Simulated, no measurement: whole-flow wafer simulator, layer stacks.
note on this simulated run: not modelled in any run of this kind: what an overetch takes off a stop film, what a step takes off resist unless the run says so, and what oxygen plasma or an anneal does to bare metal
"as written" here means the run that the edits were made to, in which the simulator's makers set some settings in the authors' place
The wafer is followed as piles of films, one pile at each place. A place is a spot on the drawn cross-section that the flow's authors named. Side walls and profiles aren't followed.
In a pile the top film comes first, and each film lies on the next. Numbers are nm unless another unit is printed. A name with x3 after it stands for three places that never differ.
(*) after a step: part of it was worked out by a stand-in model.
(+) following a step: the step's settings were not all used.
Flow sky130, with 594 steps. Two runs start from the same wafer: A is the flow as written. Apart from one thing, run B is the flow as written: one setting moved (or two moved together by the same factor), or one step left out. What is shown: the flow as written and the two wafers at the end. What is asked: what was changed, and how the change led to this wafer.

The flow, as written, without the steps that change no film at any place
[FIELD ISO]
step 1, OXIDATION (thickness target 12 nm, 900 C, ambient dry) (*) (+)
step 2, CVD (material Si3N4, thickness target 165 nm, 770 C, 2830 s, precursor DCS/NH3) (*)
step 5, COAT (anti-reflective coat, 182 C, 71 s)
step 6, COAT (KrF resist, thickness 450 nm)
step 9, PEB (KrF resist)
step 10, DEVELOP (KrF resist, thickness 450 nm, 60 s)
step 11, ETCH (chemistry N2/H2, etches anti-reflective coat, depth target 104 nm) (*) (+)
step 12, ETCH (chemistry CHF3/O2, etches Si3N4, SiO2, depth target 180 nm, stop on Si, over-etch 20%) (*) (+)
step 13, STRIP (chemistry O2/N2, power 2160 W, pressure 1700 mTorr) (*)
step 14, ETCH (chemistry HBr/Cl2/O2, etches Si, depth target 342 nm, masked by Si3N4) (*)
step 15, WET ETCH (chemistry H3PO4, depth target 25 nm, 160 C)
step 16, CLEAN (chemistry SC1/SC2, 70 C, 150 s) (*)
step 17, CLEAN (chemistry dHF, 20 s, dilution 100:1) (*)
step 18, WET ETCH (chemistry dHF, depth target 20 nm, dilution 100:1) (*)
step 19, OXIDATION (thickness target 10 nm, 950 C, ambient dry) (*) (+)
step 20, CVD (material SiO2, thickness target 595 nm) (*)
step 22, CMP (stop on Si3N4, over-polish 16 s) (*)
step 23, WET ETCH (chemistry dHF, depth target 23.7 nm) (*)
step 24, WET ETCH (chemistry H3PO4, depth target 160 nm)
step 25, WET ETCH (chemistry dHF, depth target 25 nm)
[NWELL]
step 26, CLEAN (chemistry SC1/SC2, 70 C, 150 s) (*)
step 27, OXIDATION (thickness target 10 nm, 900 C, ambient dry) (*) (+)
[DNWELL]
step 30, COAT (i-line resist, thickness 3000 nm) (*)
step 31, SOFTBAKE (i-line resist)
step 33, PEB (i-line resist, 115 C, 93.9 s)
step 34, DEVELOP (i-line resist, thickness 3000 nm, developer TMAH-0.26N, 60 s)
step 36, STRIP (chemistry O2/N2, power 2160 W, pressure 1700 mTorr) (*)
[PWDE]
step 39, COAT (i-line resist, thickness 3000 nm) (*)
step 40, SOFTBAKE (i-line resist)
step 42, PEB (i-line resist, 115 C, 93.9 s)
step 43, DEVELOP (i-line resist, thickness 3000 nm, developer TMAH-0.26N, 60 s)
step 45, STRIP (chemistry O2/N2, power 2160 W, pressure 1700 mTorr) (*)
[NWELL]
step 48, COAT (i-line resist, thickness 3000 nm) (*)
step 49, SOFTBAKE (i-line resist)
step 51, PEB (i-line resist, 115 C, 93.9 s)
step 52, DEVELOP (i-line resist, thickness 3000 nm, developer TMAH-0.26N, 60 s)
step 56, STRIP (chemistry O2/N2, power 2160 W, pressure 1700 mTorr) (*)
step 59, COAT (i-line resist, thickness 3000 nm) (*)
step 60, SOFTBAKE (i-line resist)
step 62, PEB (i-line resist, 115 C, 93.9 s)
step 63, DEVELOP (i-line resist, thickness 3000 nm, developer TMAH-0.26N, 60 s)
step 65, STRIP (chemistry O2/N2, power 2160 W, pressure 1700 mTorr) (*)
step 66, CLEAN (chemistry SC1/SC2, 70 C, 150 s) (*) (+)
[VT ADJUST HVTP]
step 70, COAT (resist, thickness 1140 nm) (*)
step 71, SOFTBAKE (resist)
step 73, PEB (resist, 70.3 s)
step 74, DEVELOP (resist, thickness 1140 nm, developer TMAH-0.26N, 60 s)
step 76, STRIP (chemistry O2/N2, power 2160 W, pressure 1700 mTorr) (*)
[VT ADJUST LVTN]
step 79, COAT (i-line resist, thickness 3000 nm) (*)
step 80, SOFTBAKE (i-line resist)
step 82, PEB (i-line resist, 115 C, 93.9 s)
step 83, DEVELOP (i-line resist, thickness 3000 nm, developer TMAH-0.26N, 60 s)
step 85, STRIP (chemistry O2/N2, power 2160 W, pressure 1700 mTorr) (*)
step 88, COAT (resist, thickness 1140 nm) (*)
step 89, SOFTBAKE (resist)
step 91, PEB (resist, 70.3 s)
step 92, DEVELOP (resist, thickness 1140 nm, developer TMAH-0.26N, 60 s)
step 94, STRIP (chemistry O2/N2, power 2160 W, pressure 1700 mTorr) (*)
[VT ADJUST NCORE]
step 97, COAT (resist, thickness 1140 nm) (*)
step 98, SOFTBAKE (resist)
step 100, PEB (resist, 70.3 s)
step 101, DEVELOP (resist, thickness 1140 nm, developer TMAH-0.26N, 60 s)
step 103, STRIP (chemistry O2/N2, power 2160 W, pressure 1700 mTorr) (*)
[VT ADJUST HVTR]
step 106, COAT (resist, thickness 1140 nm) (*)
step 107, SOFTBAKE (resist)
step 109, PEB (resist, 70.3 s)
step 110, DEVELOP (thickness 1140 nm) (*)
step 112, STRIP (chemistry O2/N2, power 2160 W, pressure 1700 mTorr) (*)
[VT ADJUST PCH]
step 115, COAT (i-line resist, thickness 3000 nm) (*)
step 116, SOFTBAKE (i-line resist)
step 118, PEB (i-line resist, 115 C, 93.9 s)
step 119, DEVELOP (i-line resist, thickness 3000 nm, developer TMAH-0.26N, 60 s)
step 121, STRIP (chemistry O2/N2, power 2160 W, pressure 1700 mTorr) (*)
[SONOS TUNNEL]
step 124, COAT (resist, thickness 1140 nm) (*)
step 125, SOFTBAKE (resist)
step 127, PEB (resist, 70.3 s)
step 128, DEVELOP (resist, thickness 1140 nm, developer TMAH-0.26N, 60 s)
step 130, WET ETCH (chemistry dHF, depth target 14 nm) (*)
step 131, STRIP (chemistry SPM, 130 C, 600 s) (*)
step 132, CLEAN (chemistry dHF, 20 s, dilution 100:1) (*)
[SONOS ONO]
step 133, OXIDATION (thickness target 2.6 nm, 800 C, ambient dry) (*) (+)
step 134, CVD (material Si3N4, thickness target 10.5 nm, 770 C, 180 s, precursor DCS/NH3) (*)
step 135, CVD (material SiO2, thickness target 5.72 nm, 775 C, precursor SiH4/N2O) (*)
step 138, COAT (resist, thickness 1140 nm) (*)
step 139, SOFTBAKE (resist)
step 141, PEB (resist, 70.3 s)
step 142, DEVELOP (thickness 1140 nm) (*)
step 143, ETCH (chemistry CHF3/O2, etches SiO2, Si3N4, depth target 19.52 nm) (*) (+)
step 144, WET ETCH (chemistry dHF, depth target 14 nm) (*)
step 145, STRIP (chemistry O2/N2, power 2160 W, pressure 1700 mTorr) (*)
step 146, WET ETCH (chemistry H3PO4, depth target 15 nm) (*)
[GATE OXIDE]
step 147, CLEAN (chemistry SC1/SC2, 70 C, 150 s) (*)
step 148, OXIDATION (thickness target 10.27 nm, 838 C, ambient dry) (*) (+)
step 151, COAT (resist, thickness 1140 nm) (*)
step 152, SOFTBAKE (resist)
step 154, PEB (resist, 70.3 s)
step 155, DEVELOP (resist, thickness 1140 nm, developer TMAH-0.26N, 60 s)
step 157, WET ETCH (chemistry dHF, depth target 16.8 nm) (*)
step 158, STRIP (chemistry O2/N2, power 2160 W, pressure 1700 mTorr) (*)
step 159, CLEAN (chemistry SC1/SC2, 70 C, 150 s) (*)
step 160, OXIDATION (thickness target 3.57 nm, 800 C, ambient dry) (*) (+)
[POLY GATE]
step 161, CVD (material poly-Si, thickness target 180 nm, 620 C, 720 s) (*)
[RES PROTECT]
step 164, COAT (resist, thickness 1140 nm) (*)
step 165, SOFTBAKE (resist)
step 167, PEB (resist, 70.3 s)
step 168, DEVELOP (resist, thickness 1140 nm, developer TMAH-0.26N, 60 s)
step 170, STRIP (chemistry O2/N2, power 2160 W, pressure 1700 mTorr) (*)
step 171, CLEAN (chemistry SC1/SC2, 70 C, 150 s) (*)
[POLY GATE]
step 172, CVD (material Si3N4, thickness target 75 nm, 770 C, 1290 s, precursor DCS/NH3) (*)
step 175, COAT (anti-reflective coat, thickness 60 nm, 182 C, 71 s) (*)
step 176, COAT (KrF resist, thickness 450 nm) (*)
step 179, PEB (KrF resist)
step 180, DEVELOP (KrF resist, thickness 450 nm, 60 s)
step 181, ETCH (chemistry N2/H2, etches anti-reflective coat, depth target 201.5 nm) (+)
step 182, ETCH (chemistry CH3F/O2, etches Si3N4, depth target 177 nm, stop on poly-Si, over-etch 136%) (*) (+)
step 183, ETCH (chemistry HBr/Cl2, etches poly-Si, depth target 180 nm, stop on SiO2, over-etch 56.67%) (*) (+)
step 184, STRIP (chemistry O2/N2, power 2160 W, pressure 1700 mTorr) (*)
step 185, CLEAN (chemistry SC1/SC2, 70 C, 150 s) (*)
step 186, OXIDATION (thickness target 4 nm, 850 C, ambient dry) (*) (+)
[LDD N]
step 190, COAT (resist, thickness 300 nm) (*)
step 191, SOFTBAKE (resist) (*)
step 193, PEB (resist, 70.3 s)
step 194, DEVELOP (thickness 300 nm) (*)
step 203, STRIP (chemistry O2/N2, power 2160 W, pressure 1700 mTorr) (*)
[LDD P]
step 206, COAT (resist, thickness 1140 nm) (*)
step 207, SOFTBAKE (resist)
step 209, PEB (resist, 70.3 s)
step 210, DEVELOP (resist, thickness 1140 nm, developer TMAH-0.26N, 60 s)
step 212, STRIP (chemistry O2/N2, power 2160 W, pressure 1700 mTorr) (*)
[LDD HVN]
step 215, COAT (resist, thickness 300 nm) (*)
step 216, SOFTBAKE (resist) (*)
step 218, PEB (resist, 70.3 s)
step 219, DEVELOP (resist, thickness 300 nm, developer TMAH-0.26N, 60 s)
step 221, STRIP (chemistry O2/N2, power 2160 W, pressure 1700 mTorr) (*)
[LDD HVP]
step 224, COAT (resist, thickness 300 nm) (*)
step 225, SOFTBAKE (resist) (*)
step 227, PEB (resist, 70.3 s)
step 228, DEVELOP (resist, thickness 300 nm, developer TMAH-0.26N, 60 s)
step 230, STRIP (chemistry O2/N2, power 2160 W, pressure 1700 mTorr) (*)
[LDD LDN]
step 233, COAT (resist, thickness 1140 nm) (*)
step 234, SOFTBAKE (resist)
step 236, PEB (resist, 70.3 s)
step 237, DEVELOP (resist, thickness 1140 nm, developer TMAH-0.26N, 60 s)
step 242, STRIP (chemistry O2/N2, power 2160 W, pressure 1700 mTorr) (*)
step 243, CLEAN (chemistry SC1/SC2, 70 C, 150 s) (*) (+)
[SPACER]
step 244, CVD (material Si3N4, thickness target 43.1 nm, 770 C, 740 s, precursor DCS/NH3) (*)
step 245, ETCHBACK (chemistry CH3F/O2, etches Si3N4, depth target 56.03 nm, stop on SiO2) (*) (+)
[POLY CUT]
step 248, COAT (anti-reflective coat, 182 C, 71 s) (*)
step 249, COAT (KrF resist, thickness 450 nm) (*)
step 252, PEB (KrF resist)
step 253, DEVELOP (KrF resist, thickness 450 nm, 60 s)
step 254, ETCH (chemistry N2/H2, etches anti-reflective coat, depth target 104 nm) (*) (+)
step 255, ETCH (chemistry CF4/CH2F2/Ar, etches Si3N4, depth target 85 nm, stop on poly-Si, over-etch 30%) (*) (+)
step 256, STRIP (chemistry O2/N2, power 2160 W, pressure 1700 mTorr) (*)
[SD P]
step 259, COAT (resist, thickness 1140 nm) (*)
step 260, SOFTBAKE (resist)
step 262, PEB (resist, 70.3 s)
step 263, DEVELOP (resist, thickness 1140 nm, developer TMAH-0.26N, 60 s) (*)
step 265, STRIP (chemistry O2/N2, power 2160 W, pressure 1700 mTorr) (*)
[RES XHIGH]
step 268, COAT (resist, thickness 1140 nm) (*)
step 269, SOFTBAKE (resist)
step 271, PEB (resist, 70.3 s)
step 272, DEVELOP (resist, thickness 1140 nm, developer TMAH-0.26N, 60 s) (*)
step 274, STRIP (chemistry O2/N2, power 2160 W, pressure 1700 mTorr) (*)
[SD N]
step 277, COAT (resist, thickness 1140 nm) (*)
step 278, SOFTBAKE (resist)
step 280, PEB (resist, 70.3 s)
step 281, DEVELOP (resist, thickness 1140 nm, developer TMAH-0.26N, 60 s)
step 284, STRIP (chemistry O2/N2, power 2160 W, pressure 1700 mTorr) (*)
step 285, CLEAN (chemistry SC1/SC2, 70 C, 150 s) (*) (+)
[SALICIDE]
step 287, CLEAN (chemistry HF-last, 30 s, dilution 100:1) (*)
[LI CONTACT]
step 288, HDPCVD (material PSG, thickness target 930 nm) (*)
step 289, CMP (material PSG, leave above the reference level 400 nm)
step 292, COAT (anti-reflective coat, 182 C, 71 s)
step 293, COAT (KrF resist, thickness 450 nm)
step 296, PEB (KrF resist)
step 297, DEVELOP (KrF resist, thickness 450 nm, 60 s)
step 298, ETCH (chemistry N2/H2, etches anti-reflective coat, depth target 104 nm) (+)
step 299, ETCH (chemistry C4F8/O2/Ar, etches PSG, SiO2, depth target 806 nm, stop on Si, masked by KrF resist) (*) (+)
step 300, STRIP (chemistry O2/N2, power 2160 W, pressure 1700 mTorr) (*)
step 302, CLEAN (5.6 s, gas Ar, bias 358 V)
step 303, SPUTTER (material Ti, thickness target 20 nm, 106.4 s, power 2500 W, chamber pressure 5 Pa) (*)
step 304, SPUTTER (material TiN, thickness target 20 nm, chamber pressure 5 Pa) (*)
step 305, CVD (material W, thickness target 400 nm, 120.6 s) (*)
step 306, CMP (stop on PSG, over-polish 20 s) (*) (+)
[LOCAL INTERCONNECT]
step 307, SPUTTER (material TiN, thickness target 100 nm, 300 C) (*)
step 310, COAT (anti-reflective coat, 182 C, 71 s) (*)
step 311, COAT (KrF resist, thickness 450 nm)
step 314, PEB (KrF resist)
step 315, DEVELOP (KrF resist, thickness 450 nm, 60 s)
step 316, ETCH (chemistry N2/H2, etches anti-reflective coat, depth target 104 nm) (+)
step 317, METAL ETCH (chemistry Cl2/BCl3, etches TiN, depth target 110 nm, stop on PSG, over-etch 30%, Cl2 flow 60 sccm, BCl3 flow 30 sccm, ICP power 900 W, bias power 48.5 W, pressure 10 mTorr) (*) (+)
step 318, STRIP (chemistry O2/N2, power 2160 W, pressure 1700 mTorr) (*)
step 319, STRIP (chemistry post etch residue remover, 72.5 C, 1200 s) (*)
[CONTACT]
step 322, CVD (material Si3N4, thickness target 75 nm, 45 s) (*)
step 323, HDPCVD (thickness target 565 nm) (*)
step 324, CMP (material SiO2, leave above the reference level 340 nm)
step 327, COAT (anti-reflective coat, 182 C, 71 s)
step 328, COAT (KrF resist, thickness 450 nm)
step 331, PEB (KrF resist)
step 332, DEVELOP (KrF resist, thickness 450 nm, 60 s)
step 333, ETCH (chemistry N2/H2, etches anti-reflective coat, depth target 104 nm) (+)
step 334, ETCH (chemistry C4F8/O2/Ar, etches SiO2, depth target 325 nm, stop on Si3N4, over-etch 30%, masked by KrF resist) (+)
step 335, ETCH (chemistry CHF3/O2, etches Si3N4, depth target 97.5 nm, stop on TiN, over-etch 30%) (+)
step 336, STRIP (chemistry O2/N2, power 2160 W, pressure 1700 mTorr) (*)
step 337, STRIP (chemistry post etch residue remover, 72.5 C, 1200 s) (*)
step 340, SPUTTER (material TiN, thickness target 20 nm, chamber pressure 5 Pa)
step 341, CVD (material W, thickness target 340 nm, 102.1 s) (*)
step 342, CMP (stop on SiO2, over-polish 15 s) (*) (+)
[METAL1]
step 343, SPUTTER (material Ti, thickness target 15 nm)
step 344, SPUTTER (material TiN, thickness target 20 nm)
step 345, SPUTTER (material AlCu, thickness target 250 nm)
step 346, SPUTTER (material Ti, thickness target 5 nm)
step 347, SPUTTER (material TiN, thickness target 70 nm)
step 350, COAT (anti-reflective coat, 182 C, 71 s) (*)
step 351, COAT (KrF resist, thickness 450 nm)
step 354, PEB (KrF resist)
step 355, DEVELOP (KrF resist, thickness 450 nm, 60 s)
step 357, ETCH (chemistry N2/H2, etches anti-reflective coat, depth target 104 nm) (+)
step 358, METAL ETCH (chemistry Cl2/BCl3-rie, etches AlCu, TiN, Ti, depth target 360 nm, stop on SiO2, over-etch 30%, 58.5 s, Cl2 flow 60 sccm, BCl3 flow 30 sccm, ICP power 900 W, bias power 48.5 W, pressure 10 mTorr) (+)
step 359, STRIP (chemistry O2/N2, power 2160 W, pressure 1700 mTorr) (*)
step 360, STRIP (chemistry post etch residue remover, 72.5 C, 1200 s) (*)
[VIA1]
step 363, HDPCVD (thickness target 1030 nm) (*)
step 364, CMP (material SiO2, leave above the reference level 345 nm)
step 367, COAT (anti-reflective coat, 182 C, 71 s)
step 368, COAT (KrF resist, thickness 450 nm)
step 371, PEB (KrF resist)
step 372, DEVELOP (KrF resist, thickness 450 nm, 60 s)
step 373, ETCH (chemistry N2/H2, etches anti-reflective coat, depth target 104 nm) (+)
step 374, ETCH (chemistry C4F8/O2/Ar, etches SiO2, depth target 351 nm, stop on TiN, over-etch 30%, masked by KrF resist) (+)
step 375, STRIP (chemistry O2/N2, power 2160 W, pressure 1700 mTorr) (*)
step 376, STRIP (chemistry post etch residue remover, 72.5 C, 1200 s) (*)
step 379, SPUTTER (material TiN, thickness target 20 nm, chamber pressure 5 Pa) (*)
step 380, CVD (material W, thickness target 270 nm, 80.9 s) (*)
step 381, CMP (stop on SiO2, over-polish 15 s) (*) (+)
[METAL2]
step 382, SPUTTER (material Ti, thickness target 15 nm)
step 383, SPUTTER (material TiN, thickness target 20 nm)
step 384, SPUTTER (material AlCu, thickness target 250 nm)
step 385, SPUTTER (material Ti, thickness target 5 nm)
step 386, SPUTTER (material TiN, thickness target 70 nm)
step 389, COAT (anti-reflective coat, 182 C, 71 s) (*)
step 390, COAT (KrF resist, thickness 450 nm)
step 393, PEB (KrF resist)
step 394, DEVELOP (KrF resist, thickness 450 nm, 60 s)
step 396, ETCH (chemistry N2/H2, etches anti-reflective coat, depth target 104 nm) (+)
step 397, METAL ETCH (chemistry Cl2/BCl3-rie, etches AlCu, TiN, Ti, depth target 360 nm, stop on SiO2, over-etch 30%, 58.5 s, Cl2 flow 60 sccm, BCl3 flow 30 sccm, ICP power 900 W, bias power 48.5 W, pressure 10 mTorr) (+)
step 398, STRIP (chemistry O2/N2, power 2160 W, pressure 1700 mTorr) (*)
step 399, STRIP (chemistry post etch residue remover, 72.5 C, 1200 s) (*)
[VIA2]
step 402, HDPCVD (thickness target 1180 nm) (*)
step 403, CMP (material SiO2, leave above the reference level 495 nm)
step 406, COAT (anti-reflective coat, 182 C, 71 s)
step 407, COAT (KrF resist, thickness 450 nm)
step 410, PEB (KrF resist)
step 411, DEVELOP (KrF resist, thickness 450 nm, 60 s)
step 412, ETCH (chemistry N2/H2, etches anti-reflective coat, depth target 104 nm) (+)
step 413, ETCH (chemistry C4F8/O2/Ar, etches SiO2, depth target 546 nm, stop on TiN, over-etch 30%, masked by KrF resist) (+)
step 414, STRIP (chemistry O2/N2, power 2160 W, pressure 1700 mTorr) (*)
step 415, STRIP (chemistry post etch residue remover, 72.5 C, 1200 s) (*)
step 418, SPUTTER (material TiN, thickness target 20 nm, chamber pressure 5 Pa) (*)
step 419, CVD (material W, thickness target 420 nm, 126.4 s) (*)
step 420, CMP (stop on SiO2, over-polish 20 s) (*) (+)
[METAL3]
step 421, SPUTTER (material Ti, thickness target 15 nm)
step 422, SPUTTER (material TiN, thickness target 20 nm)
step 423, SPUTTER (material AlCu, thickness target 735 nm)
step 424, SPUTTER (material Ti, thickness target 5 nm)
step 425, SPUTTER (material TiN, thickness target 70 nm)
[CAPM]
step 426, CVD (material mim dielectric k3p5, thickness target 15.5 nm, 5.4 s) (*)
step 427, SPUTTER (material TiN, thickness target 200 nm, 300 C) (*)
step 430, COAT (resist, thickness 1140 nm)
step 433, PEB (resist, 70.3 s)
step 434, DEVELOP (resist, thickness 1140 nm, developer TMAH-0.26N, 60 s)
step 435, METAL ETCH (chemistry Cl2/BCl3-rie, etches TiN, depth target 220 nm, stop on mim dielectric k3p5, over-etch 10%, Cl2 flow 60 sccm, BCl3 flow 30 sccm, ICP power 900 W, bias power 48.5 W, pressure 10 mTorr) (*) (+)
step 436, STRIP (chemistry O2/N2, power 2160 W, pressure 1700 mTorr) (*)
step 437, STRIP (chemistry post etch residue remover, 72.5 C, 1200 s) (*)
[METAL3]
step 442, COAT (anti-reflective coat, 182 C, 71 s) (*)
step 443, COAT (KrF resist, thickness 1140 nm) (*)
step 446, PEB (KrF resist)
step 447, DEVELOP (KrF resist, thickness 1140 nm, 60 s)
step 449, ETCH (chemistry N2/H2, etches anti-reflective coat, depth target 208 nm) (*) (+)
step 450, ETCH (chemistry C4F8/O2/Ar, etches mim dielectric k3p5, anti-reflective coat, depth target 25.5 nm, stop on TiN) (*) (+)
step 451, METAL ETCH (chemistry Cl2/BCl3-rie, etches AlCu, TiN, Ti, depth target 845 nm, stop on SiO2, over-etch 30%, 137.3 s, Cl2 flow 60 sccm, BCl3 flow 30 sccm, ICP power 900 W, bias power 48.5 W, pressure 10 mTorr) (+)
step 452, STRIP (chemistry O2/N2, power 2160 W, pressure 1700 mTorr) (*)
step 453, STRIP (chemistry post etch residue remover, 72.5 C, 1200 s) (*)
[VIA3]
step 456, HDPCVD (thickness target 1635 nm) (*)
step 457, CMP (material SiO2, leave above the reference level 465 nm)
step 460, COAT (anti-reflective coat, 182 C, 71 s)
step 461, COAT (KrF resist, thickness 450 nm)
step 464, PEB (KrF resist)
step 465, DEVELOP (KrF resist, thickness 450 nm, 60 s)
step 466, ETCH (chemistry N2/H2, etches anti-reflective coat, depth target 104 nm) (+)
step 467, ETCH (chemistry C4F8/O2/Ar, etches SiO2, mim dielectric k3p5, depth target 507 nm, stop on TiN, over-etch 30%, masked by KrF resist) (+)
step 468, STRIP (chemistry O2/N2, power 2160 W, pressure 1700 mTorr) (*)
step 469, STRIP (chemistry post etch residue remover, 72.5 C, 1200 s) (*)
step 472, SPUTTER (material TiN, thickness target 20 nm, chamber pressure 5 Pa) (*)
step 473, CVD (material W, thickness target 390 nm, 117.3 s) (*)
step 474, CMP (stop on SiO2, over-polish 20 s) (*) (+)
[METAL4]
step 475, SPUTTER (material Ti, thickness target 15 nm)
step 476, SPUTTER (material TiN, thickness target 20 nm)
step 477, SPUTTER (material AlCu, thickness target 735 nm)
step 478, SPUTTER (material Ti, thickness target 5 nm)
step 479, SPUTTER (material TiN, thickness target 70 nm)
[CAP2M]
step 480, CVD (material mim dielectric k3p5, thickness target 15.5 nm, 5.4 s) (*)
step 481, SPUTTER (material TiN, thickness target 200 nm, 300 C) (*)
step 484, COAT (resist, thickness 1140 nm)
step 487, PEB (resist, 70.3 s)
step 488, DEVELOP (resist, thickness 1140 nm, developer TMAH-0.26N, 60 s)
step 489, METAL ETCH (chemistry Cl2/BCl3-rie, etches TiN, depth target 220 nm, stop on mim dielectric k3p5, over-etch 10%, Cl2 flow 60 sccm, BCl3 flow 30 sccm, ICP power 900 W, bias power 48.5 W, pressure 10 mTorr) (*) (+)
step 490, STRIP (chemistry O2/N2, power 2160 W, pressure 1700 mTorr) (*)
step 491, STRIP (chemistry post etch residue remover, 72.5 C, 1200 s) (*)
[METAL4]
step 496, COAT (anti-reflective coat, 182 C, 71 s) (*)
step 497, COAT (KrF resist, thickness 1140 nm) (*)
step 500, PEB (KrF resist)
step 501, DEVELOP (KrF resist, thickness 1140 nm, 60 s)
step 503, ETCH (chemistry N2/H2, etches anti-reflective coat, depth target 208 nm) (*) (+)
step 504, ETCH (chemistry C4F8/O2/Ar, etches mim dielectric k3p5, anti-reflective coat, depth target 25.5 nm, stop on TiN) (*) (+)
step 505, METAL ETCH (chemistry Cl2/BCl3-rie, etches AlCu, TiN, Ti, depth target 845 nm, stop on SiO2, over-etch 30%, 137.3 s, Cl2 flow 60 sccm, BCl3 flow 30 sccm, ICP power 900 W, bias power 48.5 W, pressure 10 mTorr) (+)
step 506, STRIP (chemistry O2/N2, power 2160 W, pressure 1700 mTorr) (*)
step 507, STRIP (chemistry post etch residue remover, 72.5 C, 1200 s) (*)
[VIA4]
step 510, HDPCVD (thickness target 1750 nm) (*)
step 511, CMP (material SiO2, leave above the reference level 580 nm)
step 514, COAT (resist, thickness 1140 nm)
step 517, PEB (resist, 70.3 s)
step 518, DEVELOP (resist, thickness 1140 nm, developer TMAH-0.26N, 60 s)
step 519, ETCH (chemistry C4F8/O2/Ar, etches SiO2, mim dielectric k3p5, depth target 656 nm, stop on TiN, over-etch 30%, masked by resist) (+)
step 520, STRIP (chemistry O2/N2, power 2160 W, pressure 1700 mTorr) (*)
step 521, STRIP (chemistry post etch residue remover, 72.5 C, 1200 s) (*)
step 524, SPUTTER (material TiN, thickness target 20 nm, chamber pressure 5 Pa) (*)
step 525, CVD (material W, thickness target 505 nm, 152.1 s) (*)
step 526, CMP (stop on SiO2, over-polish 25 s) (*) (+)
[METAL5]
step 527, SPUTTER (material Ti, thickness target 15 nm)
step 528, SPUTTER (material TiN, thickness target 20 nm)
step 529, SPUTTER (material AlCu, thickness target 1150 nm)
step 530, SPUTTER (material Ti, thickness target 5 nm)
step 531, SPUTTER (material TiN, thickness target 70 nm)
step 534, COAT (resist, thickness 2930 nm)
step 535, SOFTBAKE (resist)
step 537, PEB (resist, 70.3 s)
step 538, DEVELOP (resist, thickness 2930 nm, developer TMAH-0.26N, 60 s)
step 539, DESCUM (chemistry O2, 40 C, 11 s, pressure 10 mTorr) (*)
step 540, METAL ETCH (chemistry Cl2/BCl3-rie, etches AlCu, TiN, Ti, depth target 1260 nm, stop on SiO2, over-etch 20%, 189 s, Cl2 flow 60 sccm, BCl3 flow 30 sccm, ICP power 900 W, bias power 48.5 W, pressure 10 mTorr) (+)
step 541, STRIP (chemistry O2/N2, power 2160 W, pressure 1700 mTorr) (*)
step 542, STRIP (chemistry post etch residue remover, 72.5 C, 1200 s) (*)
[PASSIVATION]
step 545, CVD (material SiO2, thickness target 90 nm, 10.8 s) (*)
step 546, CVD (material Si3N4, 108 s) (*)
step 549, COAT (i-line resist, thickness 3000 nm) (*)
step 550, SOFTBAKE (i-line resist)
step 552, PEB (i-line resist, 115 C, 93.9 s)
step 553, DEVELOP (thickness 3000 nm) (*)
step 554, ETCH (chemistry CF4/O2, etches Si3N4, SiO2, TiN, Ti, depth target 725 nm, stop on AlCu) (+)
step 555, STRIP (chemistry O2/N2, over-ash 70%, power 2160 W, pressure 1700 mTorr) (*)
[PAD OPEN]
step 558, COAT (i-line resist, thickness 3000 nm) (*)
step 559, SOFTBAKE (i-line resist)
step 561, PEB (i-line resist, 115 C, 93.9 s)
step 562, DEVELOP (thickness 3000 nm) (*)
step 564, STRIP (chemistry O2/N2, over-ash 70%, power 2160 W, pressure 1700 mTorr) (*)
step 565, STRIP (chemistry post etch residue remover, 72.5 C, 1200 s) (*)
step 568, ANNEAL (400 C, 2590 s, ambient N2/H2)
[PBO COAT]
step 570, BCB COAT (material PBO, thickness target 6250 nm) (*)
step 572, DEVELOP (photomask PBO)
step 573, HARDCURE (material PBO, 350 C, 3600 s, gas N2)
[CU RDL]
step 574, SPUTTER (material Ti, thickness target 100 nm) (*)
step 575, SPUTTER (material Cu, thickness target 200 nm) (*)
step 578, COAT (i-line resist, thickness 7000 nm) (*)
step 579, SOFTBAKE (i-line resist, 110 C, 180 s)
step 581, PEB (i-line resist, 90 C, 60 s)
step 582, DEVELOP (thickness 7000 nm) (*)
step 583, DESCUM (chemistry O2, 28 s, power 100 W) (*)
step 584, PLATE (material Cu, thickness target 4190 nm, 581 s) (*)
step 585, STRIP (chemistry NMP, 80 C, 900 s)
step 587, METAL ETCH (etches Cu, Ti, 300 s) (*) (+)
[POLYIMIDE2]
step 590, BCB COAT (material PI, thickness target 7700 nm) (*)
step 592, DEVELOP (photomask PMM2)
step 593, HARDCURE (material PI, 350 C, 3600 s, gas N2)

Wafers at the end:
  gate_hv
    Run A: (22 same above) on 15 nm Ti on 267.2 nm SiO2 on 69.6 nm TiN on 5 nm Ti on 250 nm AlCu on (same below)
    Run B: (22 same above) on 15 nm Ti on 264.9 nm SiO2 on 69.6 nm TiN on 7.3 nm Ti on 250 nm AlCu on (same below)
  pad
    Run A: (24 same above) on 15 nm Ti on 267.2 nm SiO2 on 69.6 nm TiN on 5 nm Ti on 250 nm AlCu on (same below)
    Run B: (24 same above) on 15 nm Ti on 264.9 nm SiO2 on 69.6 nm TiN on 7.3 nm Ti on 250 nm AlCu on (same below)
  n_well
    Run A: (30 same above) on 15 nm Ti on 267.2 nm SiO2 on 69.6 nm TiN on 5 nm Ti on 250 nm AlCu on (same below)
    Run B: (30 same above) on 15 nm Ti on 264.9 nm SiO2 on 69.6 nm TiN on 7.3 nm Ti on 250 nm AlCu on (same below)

The reason: step 346, SPUTTER: thickness target 7.3 nm was run, whereas the flow has thickness target 5 nm.
The wafer itself shows it: gate_hv has Ti 7.3, and step 346 as written asks for 5 nm.

Step by step, how the change led to this:
  step 346, SPUTTER (material Ti, thickness target 5 nm)
      field, active, n_well and 188 more: A +5 Ti (new film) | B +7.3 Ti (new film)
  step 358, METAL ETCH (chemistry Cl2/BCl3-rie, etches AlCu, TiN, Ti, depth target 360 nm, stop on SiO2, over-etch 30%, 58.5 s, Cl2 flow 60 sccm, BCl3 flow 30 sccm, ICP power 900 W, bias power 48.5 W, pressure 10 mTorr) (+)
      field, active, gate and 81 more: A -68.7 TiN (all of it), -5 Ti (all of it), -250 AlCu (all of it), -20 TiN (all of it), -15 Ti (all of it), -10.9 SiO2 | B -68.7 TiN (all of it), -7.3 Ti (all of it), -250 AlCu (all of it), -20 TiN (all of it), -15 Ti (all of it), -10.7 SiO2
